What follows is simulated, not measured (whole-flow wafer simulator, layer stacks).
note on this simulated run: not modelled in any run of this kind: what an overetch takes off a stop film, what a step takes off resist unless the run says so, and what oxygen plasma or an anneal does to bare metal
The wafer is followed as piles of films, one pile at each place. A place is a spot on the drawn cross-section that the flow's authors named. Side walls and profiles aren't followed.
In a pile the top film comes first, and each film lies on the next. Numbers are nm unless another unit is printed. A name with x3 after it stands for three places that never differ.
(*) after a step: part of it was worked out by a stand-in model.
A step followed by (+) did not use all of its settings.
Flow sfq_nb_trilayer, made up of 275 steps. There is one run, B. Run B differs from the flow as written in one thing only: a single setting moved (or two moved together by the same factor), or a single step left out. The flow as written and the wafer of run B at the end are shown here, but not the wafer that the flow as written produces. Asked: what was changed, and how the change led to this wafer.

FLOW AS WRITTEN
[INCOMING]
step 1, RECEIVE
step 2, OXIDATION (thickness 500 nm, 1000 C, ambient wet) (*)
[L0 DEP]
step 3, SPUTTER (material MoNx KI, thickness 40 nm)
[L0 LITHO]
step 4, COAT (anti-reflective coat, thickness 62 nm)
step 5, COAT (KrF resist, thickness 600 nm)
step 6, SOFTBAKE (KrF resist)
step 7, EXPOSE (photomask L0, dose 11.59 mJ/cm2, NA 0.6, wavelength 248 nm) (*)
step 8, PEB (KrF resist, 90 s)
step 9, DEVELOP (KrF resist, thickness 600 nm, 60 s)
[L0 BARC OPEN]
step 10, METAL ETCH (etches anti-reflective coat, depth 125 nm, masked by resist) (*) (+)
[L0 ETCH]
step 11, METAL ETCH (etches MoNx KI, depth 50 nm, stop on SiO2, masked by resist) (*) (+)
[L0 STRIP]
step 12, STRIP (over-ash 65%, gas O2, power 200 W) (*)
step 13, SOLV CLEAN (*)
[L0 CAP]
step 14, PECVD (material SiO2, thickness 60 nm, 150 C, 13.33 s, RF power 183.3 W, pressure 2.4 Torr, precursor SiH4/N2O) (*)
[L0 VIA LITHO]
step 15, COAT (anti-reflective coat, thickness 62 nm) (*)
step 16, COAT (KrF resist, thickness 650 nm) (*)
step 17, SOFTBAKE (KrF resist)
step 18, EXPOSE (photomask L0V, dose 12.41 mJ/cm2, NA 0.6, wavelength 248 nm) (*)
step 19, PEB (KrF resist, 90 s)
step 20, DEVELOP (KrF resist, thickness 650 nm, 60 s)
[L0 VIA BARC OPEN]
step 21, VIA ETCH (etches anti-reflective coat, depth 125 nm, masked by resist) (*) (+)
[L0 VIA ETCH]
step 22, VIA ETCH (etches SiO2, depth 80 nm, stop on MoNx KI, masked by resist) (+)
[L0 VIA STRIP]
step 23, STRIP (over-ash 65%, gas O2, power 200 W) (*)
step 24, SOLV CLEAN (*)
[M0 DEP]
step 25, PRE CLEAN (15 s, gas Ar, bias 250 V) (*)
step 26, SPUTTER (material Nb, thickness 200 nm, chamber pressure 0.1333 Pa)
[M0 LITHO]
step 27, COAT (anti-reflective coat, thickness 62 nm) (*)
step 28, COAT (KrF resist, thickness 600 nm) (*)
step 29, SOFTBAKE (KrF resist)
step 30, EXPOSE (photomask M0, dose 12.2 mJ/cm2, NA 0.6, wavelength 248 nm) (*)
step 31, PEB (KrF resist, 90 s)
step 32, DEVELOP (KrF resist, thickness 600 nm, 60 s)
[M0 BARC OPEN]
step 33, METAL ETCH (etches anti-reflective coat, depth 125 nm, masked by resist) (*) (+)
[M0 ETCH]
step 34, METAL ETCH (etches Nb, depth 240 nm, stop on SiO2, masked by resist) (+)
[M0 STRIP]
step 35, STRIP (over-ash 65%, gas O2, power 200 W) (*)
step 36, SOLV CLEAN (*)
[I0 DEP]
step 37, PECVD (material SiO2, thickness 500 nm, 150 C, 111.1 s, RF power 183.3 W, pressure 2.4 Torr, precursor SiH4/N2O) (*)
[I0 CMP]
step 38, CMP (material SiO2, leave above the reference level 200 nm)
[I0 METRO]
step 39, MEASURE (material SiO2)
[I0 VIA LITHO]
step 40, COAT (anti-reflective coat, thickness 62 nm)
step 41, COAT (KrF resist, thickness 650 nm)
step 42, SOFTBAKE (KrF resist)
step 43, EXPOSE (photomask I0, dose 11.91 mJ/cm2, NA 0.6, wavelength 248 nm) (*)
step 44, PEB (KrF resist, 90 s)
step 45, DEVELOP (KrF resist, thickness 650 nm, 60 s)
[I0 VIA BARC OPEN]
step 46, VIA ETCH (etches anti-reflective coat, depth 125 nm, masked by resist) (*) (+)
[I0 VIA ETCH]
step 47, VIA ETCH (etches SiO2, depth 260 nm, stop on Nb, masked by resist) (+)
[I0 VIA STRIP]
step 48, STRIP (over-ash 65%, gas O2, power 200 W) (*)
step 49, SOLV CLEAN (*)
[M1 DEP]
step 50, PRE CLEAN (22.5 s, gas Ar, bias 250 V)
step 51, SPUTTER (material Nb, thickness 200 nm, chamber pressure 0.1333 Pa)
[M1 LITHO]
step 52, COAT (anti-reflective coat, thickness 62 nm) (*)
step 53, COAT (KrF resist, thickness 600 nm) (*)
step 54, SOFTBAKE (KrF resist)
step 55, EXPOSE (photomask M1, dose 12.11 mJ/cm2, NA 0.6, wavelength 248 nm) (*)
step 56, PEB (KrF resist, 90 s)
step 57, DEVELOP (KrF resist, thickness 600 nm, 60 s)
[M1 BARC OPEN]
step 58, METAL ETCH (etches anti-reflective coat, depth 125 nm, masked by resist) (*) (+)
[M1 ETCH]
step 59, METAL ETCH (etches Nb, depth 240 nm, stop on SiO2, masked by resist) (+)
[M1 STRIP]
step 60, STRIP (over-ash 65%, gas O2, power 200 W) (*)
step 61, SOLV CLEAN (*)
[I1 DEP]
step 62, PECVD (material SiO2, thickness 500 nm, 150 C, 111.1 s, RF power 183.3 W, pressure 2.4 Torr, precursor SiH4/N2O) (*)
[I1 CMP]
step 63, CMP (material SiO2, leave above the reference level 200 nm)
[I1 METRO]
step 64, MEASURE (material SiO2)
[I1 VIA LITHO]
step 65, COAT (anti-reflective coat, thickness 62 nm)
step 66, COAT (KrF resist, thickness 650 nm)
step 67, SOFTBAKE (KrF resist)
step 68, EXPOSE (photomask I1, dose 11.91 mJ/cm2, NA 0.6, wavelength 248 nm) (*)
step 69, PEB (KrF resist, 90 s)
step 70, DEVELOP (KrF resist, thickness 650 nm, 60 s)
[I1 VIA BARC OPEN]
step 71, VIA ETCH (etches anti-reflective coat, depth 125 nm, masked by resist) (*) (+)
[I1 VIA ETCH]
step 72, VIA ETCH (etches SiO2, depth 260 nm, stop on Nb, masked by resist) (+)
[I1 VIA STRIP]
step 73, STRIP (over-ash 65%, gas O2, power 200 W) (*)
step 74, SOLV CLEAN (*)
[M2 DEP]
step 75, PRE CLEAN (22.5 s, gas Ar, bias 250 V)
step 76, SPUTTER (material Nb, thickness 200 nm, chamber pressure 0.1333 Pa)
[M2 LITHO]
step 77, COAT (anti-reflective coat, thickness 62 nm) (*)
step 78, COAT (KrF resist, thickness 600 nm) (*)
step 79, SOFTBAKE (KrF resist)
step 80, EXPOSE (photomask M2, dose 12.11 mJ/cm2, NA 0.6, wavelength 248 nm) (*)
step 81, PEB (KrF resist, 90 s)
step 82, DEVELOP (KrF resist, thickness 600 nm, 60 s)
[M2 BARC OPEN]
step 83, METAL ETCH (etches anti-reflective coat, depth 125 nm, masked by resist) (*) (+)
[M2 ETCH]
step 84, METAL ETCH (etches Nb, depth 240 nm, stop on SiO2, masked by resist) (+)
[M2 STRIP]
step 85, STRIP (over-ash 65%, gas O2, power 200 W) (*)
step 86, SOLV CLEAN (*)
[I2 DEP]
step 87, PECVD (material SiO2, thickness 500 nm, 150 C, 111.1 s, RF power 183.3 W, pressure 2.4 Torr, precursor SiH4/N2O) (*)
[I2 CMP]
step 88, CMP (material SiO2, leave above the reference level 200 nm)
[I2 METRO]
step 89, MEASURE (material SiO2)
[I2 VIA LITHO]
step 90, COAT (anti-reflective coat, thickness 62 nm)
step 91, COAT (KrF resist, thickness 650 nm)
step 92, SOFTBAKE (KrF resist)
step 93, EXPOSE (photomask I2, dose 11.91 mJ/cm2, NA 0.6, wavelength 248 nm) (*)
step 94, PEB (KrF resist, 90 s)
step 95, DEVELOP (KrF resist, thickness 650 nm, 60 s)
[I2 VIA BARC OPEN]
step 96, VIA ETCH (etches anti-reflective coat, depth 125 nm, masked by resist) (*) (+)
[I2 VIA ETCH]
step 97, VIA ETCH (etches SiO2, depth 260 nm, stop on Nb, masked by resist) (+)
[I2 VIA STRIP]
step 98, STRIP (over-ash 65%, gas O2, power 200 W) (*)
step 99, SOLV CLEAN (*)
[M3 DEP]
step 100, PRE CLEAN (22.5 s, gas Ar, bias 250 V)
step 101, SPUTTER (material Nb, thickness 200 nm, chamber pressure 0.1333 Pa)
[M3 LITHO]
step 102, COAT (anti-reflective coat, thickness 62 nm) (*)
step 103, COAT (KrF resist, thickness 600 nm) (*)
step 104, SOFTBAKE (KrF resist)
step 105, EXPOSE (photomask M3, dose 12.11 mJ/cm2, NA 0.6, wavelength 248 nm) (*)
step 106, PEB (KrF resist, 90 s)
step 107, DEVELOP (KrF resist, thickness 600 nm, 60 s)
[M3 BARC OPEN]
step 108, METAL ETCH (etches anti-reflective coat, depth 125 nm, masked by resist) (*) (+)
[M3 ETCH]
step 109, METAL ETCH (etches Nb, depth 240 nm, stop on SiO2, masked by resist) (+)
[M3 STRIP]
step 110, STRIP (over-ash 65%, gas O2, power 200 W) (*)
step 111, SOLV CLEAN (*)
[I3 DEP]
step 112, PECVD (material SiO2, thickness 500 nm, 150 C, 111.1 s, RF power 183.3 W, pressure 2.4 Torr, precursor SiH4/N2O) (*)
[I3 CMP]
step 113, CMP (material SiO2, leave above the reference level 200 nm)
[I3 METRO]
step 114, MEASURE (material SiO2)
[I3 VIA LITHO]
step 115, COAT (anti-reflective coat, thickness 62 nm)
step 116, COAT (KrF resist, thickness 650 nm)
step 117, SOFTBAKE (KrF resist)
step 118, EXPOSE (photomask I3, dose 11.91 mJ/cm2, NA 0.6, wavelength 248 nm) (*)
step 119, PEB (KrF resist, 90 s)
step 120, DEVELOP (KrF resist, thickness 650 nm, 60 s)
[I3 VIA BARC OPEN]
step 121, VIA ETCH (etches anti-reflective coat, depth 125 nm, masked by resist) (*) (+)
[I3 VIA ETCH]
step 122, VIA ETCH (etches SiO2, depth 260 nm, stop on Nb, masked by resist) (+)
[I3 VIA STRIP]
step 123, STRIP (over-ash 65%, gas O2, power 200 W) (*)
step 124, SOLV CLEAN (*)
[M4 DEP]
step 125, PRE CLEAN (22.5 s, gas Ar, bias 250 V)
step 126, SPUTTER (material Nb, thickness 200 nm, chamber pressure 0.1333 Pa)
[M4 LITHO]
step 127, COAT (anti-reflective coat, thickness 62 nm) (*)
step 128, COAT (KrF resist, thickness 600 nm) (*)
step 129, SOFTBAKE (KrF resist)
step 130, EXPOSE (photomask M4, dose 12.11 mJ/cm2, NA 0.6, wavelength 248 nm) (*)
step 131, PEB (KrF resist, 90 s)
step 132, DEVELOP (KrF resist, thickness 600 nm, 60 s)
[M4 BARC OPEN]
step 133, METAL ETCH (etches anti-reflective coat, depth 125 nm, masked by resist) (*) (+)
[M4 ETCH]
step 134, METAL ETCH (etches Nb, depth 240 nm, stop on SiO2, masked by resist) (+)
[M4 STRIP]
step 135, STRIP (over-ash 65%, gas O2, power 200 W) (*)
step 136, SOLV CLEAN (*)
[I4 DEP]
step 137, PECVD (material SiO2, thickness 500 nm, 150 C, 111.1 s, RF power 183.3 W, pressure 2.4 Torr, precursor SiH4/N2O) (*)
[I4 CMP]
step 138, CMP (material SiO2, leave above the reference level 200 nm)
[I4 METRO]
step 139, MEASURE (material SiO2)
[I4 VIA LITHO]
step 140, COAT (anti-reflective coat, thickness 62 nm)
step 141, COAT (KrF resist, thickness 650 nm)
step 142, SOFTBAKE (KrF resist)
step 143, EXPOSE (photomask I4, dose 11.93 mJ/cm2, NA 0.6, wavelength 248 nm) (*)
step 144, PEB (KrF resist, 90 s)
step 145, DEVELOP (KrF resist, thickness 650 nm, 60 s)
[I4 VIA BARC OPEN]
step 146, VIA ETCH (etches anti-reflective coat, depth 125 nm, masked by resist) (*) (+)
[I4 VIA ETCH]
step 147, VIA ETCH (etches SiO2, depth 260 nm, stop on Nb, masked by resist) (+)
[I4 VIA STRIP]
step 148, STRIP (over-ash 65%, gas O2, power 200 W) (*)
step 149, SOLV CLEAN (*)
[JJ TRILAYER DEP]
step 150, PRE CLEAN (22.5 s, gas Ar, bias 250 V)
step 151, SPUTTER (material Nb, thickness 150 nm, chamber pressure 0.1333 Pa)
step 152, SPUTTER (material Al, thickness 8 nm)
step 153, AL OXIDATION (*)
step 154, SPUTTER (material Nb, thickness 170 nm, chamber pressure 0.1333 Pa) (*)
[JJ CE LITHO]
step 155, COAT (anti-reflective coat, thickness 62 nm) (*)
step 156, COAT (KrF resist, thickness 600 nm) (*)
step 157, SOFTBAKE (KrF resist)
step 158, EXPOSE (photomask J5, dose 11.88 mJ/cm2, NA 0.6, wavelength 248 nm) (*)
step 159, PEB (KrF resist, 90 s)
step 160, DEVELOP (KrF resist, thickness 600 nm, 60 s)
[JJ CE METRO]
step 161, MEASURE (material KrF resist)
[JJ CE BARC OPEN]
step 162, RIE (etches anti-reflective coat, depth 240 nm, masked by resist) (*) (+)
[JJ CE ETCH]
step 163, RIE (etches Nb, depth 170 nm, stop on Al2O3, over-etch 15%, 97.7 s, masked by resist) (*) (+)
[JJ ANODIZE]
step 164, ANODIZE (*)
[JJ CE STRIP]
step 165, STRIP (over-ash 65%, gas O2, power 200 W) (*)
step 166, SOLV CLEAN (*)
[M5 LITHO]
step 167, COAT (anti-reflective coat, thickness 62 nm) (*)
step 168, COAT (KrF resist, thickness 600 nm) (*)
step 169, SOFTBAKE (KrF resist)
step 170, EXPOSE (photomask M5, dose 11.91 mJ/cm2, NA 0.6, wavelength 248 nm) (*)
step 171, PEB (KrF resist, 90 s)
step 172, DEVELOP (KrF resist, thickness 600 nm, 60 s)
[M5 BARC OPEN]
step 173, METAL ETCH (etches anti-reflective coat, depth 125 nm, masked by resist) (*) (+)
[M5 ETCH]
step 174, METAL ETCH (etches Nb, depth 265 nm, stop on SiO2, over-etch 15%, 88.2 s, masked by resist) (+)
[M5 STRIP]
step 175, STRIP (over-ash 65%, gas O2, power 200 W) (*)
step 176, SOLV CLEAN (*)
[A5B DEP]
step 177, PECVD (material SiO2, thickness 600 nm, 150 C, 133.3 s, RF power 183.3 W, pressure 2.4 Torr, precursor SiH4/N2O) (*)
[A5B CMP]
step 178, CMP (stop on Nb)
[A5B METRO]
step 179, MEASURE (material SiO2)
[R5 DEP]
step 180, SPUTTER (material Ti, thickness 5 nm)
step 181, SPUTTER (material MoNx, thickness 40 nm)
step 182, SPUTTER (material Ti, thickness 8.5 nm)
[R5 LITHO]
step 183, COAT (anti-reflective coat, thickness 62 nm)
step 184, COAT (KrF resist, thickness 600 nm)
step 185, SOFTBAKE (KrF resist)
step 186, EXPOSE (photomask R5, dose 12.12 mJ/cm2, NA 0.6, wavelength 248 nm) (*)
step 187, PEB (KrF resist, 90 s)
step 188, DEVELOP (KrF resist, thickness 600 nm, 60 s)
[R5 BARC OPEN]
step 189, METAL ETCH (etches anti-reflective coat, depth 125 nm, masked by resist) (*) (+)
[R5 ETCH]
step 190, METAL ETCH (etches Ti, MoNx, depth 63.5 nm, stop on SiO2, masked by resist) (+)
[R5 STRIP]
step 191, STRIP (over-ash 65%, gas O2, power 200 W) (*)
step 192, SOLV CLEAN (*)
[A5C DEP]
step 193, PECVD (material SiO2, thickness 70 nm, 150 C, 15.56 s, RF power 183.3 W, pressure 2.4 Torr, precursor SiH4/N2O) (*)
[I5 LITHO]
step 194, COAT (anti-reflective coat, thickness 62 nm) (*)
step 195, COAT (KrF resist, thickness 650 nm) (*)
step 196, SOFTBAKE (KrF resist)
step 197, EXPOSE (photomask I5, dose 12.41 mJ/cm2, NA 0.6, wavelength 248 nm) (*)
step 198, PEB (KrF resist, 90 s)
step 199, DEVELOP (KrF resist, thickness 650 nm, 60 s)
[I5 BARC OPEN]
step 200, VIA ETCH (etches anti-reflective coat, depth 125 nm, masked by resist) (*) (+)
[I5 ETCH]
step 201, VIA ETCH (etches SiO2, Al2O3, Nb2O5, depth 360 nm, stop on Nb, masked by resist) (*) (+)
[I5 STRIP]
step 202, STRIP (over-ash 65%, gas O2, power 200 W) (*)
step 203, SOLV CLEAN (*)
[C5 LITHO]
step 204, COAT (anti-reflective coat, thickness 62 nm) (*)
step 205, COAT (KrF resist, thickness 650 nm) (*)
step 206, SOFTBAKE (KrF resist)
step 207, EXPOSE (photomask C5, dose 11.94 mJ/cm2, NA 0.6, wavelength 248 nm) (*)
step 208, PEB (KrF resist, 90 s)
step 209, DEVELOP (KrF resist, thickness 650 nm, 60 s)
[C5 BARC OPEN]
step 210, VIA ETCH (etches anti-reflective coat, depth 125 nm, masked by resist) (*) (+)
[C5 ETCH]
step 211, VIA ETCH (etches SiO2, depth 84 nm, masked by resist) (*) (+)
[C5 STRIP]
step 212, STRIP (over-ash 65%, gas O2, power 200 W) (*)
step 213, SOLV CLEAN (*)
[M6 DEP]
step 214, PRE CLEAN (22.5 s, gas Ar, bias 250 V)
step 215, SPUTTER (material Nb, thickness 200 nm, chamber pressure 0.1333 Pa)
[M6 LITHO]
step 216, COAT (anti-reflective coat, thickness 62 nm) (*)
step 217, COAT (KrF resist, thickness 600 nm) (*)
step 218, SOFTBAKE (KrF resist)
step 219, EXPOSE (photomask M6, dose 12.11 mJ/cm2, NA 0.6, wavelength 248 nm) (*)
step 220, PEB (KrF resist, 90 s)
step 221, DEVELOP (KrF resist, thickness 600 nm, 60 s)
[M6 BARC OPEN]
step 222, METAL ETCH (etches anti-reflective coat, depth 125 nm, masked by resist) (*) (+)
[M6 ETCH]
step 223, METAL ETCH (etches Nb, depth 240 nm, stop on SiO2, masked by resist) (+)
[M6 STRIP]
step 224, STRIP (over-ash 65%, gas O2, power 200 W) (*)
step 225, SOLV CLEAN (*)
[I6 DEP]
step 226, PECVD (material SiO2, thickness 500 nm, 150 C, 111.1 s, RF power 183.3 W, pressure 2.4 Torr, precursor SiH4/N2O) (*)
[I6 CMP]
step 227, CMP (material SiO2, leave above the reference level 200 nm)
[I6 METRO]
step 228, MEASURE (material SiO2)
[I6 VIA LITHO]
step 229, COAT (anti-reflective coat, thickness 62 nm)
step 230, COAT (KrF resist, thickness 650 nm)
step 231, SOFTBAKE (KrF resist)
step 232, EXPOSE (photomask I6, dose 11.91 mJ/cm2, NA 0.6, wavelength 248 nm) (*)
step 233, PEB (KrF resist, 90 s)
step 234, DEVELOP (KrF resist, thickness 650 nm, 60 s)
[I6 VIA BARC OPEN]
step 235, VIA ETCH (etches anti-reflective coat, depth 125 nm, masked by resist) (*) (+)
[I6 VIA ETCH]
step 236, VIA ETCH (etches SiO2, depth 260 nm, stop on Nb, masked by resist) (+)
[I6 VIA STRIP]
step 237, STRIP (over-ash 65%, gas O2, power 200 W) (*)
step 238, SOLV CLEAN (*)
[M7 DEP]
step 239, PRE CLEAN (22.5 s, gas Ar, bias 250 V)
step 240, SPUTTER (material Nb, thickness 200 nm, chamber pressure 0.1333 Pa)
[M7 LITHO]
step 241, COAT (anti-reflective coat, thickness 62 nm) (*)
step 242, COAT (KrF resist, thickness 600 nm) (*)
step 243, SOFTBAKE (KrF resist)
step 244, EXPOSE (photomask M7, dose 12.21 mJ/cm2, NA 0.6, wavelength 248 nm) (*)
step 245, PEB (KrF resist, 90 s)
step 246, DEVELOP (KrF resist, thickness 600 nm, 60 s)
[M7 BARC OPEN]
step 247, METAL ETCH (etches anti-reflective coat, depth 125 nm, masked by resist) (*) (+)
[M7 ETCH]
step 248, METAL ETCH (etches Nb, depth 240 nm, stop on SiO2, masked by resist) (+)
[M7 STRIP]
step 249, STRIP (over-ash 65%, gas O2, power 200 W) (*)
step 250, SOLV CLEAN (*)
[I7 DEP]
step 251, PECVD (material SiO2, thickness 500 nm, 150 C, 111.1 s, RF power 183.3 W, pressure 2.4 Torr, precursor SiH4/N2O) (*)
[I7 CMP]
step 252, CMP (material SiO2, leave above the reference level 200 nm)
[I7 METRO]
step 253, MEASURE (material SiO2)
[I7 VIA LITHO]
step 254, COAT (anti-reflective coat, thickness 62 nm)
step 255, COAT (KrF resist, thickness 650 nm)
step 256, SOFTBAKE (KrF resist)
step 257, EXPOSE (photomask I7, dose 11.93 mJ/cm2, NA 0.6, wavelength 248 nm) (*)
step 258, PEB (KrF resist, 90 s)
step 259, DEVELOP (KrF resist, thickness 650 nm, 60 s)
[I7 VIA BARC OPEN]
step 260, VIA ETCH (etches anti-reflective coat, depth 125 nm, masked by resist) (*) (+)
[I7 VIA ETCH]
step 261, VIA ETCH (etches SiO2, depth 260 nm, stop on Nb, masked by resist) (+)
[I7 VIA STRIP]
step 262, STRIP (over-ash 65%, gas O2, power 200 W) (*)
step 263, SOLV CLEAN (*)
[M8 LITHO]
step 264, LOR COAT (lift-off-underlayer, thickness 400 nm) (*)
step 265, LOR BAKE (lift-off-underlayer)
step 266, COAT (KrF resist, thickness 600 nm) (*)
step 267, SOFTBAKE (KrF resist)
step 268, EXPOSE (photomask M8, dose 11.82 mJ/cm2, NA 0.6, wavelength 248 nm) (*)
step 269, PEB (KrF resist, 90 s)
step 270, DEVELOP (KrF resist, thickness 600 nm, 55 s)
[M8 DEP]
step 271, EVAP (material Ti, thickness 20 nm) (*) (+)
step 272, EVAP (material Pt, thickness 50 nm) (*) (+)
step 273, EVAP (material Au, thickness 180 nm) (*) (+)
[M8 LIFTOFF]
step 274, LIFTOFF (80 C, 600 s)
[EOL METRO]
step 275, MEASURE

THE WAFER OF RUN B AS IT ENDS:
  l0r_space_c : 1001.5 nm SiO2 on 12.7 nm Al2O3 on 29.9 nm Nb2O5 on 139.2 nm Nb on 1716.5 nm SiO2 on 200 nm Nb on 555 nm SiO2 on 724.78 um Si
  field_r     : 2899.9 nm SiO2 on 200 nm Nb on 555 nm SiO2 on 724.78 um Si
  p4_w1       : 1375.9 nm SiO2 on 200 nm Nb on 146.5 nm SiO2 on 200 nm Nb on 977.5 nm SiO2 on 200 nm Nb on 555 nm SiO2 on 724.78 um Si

What caused this: step 113, CMP: leave above the reference level 154 nm was run, though the flow has leave above the reference level 200 nm.

Step by step, how the change led to this:
  step 113, CMP (material SiO2, leave above the reference level 200 nm)
      field_l, be, be_sur and 64 more: SiO2 loses 146 (as written it would have been: SiO2 loses 100)
      v_sur, via_wl, via_wr and 27 more: SiO2 loses 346 (as written it would have been: SiO2 loses 300)
      (and at 9 other places as well)
  step 122, VIA ETCH (etches SiO2, depth 260 nm, stop on Nb, masked by resist) (+)
      field_l, v_sur, via_wl and 102 more: KrF resist loses 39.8 (as written it would have been: KrF resist loses 44.8)
      via_v: SiO2 loses 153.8 (all of it) (as written it would have been: SiO2 loses 199.8 (all of it))
  step 126, SPUTTER (material Nb, thickness 200 nm, chamber pressure 0.1333 Pa)
      via_v: Nb gains 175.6 (as written it would have been: Nb gains 165.5)
  step 127, COAT (anti-reflective coat, thickness 62 nm) (*)
      via_v: anti-reflective coat gains 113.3 (new film) (as written it would have been: anti-reflective coat gains 124.8 (new film))
  step 128, COAT (KrF resist, thickness 600 nm) (*)
      via_v: KrF resist gains 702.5 (new film) (as written it would have been: KrF resist gains 739.8 (new film))
  step 135, STRIP (over-ash 65%, gas O2, power 200 W) (*)
      via_v: KrF resist loses 484.6 (all of it), anti-reflective coat loses 113.3 (all of it) (as written it would have been: KrF resist loses 521.8 (all of it), anti-reflective coat loses 124.8 (all of it))
  step 137, PECVD (material SiO2, thickness 500 nm, 150 C, 111.1 s, RF power 183.3 W, pressure 2.4 Torr, precursor SiH4/N2O) (*)
      via_v: SiO2 gains 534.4 (new film) (as written it would have been: SiO2 gains 615 (new film))
  step 138, CMP (material SiO2, leave above the reference level 200 nm)
      via_v: SiO2 loses 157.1 (as written it would have been: SiO2 loses 181.6)
